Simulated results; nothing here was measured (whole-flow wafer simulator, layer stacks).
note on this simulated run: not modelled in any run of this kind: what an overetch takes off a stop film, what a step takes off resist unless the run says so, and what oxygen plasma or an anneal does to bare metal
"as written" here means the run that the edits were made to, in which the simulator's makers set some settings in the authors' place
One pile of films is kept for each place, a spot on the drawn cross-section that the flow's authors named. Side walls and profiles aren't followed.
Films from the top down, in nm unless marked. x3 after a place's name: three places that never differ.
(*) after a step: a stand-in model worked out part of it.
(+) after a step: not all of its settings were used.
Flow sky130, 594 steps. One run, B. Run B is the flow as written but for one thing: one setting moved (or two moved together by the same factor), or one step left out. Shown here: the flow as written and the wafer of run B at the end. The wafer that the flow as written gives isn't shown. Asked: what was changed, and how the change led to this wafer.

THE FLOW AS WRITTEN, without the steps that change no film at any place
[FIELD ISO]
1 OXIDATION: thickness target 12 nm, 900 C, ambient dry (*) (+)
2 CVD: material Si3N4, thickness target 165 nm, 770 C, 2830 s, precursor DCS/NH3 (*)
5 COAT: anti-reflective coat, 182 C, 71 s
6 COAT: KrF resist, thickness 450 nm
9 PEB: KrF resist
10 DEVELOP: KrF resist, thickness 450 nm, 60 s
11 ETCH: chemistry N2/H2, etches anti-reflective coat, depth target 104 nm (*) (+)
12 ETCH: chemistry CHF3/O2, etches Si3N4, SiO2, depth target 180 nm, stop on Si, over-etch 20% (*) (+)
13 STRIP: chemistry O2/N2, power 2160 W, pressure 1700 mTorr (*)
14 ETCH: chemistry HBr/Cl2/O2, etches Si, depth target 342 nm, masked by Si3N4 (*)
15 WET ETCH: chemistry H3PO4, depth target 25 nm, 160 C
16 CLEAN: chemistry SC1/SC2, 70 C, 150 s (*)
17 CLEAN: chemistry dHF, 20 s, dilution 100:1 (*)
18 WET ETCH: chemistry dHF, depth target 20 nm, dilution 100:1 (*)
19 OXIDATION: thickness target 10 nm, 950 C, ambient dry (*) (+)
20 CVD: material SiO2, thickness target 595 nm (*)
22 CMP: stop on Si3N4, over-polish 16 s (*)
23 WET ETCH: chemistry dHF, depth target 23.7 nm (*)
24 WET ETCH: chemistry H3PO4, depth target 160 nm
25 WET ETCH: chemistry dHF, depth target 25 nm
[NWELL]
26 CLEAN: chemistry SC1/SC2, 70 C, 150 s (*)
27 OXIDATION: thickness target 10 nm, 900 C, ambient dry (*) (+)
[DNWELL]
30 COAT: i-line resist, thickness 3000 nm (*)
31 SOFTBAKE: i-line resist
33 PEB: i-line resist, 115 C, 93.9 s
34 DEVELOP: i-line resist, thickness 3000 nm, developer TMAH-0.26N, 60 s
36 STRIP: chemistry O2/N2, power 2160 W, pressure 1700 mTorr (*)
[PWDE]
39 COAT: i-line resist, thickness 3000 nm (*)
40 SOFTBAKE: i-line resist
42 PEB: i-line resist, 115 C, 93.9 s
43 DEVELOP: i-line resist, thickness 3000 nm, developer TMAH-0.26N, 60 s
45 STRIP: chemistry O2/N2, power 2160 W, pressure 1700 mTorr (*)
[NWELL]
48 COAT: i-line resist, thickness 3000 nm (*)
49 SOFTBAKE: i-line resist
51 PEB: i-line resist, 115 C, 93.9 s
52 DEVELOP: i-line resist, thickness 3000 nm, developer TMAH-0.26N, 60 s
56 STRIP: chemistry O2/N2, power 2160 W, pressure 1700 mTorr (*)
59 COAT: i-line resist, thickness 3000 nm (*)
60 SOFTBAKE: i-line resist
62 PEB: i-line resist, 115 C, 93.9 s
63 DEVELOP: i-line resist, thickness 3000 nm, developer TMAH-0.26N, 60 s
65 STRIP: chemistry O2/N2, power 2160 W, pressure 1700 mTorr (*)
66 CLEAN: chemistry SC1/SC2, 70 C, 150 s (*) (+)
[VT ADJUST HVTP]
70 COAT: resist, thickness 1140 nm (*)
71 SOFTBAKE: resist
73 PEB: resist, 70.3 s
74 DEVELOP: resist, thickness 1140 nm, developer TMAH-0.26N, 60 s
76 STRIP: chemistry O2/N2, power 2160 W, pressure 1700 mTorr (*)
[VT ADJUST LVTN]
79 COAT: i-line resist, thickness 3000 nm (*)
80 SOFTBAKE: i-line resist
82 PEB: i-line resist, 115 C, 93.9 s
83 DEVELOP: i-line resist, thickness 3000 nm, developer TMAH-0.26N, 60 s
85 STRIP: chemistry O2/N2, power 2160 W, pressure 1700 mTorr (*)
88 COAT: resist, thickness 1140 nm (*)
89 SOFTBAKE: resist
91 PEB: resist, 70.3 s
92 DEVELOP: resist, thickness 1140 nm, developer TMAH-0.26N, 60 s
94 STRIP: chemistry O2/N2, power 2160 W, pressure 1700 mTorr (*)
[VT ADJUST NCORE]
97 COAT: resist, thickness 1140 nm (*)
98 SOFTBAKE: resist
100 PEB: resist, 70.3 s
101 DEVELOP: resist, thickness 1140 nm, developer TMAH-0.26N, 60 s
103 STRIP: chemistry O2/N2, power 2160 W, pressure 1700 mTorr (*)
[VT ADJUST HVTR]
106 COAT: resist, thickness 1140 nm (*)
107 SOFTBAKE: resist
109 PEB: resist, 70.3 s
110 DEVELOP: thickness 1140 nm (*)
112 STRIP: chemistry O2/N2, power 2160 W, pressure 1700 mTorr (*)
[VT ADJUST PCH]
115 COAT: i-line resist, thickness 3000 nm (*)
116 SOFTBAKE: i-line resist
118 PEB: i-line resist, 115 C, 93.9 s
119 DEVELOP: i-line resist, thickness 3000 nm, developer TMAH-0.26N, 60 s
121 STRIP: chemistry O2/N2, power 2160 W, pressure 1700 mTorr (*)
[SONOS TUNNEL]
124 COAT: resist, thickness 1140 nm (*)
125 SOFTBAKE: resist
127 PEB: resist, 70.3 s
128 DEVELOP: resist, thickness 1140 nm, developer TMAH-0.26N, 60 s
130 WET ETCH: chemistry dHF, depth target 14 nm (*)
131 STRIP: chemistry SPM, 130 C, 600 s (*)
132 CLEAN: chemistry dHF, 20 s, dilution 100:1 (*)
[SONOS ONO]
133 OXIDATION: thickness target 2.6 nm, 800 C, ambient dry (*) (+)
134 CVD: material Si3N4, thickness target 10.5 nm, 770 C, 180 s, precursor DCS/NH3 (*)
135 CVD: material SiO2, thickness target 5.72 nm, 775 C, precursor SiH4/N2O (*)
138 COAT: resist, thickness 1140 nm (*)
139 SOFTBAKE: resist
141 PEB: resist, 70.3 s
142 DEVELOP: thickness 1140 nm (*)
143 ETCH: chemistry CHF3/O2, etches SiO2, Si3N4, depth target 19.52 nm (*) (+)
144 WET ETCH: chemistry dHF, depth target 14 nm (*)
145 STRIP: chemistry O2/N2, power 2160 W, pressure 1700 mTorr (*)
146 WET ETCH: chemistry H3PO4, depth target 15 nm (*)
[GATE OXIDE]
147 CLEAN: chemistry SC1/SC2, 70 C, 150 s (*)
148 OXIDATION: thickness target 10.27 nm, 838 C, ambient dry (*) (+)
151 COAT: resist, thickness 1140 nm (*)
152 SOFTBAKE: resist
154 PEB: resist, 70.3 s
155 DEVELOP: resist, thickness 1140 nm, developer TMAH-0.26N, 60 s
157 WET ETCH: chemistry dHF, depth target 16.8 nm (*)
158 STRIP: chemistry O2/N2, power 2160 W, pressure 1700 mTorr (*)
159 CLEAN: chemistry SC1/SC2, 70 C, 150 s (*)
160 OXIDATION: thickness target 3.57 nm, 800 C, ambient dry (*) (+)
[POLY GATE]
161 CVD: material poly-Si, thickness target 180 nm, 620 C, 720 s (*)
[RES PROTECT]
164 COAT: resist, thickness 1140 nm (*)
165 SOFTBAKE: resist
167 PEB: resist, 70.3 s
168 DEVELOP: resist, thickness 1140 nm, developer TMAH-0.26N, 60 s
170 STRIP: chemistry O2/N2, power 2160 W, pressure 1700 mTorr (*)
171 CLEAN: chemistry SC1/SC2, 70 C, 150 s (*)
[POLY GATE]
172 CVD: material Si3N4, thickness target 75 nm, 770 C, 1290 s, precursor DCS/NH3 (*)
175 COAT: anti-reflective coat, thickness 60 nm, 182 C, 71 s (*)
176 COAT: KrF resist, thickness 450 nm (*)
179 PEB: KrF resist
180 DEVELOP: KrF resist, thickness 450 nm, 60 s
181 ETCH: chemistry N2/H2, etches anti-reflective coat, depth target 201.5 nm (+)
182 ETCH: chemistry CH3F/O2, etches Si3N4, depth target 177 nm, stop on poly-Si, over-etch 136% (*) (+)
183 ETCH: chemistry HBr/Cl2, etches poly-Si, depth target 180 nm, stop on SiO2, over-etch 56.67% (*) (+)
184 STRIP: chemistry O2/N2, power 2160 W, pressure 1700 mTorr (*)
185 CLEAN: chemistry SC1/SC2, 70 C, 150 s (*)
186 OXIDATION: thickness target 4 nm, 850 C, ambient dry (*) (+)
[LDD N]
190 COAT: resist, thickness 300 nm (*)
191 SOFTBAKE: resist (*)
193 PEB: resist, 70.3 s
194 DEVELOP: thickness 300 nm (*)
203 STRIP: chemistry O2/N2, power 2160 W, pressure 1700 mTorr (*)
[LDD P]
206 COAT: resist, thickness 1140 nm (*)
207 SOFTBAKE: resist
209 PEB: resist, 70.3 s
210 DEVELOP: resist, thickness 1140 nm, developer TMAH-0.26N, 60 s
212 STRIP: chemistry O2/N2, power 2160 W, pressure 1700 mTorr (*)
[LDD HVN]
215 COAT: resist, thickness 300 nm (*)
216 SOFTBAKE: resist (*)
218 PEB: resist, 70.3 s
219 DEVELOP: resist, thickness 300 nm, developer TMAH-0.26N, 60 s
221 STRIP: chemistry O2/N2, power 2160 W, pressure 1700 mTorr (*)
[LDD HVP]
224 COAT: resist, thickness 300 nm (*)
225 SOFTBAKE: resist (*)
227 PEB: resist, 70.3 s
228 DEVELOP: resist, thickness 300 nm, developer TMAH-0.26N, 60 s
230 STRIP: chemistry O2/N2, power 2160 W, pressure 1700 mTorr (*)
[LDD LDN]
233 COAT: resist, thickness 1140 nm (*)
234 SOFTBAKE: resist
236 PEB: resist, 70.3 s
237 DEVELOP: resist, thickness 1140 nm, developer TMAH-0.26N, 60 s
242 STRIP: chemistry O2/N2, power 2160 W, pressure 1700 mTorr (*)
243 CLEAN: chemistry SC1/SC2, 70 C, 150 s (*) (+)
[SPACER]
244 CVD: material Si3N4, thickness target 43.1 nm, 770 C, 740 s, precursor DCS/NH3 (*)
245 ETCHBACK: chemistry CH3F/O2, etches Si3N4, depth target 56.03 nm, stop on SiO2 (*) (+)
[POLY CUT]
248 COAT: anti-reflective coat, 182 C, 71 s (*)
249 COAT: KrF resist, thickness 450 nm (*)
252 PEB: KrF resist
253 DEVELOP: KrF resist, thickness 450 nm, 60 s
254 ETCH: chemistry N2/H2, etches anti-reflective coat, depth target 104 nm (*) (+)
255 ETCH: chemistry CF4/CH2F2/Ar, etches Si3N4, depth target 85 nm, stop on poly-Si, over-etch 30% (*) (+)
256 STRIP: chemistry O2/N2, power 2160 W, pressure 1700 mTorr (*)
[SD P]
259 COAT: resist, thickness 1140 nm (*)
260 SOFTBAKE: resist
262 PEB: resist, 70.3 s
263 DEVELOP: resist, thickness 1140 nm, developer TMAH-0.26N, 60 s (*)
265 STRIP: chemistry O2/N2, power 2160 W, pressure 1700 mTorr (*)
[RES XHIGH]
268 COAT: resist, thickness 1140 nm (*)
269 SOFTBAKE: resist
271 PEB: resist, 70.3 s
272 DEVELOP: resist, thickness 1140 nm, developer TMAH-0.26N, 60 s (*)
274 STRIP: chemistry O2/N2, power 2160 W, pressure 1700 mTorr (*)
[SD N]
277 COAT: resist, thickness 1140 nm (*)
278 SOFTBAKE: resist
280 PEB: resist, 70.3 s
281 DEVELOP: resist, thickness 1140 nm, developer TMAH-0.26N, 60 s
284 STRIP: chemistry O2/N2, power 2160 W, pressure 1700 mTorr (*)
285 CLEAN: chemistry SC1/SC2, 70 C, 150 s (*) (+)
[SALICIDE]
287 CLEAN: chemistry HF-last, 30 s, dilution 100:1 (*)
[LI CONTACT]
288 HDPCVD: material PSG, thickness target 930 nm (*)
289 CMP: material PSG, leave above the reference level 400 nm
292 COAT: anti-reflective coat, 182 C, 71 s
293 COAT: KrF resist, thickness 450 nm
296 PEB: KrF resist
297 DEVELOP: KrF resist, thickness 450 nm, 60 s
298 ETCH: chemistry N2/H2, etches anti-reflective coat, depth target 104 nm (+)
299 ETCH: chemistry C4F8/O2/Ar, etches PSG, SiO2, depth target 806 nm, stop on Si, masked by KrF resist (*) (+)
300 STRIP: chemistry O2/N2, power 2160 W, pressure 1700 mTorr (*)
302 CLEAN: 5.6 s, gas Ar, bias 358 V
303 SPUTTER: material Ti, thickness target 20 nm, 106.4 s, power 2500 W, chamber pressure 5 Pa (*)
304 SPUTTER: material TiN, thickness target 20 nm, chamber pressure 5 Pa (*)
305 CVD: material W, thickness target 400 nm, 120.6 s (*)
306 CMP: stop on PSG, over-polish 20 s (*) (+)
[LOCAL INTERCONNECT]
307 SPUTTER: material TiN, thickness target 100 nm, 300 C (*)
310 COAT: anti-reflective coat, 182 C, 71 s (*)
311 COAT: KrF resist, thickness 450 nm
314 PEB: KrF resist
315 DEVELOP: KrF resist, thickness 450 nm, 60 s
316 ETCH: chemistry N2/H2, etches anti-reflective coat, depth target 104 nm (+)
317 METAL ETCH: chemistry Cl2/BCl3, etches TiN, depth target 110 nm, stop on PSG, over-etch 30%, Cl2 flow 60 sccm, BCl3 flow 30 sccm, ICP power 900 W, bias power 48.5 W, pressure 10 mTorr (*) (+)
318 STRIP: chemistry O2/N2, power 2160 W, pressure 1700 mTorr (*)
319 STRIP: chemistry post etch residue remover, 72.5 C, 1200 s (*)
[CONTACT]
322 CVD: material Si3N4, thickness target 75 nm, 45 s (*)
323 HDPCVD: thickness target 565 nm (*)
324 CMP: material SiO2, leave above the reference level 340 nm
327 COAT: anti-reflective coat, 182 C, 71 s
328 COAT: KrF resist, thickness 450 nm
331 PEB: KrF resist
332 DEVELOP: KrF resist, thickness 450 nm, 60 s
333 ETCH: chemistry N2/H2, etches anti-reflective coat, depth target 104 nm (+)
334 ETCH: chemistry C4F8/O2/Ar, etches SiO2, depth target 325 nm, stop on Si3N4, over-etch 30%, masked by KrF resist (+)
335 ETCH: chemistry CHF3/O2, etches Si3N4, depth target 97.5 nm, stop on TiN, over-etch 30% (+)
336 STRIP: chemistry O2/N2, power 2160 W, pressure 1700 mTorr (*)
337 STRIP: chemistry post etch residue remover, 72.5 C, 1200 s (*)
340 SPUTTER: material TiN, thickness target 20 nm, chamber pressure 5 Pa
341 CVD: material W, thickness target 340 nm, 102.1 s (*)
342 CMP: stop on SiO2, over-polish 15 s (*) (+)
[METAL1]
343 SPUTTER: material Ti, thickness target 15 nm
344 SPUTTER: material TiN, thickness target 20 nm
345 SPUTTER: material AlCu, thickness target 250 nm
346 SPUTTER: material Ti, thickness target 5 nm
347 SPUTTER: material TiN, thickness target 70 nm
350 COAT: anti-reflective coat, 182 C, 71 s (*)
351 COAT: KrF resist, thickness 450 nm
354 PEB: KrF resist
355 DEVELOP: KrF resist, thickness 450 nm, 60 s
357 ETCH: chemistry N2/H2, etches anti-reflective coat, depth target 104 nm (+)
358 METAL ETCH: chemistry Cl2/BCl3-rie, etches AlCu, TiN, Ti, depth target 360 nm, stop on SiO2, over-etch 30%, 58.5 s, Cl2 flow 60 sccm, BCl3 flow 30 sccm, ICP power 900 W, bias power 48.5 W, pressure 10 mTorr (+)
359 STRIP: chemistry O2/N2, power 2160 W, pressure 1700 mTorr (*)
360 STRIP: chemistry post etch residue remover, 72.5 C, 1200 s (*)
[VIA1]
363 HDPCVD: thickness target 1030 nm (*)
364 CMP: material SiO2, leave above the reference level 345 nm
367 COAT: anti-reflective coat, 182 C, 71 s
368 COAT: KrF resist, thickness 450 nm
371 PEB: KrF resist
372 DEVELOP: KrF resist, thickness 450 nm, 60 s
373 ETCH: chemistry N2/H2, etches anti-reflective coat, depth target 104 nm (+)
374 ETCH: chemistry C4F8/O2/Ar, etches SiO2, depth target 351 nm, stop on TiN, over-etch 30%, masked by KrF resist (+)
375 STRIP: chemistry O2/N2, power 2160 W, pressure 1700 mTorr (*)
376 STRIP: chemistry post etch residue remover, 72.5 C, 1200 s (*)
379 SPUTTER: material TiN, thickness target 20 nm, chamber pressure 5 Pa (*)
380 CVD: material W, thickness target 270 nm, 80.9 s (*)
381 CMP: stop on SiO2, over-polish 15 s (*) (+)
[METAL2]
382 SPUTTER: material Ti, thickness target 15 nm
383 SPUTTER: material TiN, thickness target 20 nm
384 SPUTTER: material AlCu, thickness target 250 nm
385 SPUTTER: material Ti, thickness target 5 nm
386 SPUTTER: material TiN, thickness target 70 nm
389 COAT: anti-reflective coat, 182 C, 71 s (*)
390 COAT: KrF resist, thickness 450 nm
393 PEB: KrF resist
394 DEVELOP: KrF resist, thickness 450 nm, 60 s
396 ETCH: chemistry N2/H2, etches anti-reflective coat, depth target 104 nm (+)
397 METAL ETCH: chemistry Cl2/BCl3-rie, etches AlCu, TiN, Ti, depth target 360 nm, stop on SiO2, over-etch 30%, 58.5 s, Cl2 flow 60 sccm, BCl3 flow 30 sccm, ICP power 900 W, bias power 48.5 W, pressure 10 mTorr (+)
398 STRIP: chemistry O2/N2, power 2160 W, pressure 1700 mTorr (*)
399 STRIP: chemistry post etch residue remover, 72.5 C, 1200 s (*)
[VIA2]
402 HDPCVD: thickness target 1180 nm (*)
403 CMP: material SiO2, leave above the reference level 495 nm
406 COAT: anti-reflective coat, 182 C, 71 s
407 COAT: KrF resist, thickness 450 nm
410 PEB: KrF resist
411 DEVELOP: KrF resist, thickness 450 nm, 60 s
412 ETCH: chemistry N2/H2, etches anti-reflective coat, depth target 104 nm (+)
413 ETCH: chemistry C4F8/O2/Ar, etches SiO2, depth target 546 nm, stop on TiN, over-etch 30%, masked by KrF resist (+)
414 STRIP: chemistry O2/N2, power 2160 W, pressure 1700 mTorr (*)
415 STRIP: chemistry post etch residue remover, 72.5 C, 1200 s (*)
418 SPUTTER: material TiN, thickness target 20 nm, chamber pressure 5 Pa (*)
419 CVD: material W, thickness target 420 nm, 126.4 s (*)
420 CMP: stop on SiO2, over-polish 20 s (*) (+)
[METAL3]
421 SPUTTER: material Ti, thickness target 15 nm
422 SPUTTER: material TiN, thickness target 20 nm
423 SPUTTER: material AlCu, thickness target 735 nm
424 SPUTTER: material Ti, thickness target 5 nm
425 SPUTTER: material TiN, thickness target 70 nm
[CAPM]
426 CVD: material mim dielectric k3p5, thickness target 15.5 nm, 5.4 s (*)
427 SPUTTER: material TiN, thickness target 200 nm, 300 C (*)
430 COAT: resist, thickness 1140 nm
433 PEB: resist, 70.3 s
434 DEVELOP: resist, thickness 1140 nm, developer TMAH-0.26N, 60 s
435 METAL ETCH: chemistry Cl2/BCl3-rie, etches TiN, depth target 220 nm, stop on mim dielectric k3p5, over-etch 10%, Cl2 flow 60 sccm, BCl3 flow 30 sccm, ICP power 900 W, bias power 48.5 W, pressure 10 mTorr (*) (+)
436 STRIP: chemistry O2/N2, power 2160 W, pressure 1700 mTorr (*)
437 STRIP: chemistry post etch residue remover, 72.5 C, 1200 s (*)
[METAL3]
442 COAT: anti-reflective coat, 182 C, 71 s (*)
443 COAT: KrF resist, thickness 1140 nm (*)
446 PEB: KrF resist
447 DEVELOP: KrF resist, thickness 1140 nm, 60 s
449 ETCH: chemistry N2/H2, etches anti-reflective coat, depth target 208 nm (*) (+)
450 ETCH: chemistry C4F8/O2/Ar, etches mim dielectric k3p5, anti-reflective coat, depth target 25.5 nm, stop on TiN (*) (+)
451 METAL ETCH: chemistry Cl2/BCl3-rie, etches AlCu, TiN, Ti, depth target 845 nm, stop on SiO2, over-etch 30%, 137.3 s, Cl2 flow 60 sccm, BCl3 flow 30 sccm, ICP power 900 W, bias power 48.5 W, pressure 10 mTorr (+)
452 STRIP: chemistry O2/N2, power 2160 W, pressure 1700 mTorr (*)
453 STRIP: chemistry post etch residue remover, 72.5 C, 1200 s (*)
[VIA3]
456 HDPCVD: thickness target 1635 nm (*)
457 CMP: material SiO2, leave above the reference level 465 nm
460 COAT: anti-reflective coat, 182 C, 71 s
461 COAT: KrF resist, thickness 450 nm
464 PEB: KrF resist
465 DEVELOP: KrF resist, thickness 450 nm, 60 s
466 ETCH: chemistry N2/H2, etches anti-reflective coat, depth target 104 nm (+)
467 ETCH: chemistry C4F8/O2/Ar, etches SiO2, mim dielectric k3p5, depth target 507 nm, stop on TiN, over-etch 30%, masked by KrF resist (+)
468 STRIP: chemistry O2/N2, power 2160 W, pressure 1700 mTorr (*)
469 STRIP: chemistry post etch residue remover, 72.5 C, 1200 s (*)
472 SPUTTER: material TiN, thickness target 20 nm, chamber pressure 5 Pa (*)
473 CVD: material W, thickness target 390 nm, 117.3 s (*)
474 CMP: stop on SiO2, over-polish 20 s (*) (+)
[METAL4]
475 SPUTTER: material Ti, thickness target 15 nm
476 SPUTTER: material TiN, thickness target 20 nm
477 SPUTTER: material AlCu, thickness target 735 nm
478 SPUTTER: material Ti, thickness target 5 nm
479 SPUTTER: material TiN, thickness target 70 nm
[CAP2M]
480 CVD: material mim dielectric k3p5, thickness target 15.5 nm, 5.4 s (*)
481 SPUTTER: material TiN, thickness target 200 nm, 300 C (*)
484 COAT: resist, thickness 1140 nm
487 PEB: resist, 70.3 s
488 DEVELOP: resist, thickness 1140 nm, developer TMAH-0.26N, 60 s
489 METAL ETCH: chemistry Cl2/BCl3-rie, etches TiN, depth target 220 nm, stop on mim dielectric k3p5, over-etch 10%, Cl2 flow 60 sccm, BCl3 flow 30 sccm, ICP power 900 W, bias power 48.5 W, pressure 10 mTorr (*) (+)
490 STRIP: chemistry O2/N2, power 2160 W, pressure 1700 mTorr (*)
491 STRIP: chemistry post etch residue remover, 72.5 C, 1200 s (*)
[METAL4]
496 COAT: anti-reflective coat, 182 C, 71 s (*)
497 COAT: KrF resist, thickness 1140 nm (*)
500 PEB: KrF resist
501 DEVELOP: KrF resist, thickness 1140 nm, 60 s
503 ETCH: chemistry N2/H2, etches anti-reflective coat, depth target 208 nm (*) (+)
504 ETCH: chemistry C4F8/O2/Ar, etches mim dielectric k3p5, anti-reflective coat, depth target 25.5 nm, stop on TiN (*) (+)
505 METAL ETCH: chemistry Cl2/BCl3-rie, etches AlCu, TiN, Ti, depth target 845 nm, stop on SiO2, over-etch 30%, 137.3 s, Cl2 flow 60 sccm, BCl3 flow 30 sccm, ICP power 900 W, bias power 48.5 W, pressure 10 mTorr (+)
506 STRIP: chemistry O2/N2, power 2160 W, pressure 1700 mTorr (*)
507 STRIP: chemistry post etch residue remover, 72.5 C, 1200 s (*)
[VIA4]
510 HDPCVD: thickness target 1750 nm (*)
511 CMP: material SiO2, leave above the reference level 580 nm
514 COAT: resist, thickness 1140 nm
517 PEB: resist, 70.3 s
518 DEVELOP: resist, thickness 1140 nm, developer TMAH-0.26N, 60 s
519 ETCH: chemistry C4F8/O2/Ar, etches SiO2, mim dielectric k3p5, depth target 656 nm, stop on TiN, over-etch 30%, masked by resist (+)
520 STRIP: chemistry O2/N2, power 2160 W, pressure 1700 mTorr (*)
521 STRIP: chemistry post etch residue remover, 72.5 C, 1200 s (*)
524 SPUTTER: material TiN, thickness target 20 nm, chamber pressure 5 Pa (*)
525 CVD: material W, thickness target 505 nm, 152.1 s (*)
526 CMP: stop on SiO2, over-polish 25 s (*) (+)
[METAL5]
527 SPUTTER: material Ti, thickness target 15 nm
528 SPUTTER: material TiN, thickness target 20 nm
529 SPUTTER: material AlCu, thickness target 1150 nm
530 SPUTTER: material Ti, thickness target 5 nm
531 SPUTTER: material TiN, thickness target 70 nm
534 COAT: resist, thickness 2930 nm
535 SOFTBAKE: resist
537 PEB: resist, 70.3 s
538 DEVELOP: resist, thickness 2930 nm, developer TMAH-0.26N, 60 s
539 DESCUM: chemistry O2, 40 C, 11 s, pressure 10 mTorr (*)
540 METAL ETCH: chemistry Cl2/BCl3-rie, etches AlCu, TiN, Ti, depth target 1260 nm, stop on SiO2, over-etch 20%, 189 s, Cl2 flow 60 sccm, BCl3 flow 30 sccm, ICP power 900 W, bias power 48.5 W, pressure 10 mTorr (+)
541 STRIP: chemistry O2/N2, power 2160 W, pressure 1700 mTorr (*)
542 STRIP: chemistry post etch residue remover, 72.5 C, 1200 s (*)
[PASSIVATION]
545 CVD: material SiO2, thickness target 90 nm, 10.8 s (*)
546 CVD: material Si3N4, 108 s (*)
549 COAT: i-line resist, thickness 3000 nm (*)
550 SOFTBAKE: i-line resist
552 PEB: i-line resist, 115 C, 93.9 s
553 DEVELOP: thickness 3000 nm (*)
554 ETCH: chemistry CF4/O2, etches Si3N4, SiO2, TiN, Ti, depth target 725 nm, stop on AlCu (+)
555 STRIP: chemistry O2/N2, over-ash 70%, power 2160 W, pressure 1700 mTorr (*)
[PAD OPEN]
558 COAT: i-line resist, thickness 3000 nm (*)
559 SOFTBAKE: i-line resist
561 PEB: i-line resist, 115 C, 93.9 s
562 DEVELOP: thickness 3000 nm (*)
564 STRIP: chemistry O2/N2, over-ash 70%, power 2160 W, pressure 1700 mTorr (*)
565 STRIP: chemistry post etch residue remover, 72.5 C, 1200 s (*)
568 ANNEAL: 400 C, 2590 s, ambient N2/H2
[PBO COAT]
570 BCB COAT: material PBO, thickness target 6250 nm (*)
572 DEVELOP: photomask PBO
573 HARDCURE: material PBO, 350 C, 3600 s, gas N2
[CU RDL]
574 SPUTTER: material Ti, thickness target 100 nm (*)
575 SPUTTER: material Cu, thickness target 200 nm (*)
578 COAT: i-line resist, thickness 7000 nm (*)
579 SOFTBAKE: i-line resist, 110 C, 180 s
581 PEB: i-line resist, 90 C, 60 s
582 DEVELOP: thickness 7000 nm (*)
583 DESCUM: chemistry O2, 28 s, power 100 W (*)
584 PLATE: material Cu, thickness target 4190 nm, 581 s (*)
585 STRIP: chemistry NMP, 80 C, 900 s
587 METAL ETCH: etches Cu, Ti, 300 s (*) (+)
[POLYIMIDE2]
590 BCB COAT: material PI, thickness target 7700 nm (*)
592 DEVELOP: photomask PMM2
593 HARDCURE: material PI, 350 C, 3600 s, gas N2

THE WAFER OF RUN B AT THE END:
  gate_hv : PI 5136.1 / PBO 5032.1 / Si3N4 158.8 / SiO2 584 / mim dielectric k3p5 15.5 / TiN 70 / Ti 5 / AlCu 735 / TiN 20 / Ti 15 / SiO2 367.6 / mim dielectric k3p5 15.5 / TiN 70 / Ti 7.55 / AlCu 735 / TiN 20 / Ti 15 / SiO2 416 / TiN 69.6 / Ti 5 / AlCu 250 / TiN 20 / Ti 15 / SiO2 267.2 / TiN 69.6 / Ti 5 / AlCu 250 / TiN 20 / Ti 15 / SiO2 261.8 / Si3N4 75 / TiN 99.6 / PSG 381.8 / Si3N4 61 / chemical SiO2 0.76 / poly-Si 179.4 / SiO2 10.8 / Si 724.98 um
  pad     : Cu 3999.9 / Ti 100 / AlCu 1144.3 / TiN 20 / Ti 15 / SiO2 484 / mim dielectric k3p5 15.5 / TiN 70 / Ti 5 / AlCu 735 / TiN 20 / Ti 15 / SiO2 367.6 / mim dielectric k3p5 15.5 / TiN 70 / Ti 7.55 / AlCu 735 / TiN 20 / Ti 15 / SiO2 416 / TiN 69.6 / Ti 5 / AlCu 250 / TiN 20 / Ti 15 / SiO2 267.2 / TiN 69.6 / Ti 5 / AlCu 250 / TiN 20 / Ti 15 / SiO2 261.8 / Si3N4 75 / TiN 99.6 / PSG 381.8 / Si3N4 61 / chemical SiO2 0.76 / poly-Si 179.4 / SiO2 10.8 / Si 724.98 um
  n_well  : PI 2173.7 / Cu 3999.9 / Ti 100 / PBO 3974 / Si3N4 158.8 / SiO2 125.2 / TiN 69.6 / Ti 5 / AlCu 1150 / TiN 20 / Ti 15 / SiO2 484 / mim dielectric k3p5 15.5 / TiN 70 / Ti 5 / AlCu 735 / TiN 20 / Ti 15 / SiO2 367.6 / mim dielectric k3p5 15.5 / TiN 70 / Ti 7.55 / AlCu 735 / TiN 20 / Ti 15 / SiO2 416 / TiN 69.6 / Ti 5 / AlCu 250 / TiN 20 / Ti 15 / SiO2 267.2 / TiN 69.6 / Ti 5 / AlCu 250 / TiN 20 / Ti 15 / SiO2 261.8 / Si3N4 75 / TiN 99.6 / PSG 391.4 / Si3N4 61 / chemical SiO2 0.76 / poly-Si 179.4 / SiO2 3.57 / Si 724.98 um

The cause: step 424, SPUTTER: thickness target 7.55 nm was run, where the flow has thickness target 5 nm.
It can be read off the wafer: gate_hv has Ti 7.55, and step 424 as written asks for 5 nm.

How the change led to this, step by step:
  424 SPUTTER: material Ti, thickness target 5 nm
      field, active, n_well and 188 more: Ti +7.55 (new film) (as written it would be: Ti +5 (new film))
  451 METAL ETCH: chemistry Cl2/BCl3-rie, etches AlCu, TiN, Ti, depth target 845 nm, stop on SiO2, over-etch 30%, 137.3 s, Cl2 flow 60 sccm, BCl3 flow 30 sccm, ICP power 900 W, bias power 48.5 W, pressure 10 mTorr (+)
      field, gate, spacer and 68 more: TiN -70 (all of it), Ti -7.55 (all of it), AlCu -735 (all of it), TiN -20 (all of it), Ti -15 (all of it), SiO2 -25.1 (as written it would be: TiN -70 (all of it), Ti -5 (all of it), AlCu -735 (all of it), TiN -20 (all of it), Ti -15 (all of it), SiO2 -25.4)
      active, vpp_ln, vpp_iso2 and 11 more: TiN -70 (all of it), Ti -7.55 (all of it), AlCu -735 (all of it), TiN -20 (all of it), Ti -15 (all of it), SiO2 -25.1 (as written it would be: TiN -70 (all of it), Ti -5 (all of it), AlCu -735 (all of it), TiN -20 (all of it), Ti -15 (all of it), SiO2 -25.3)
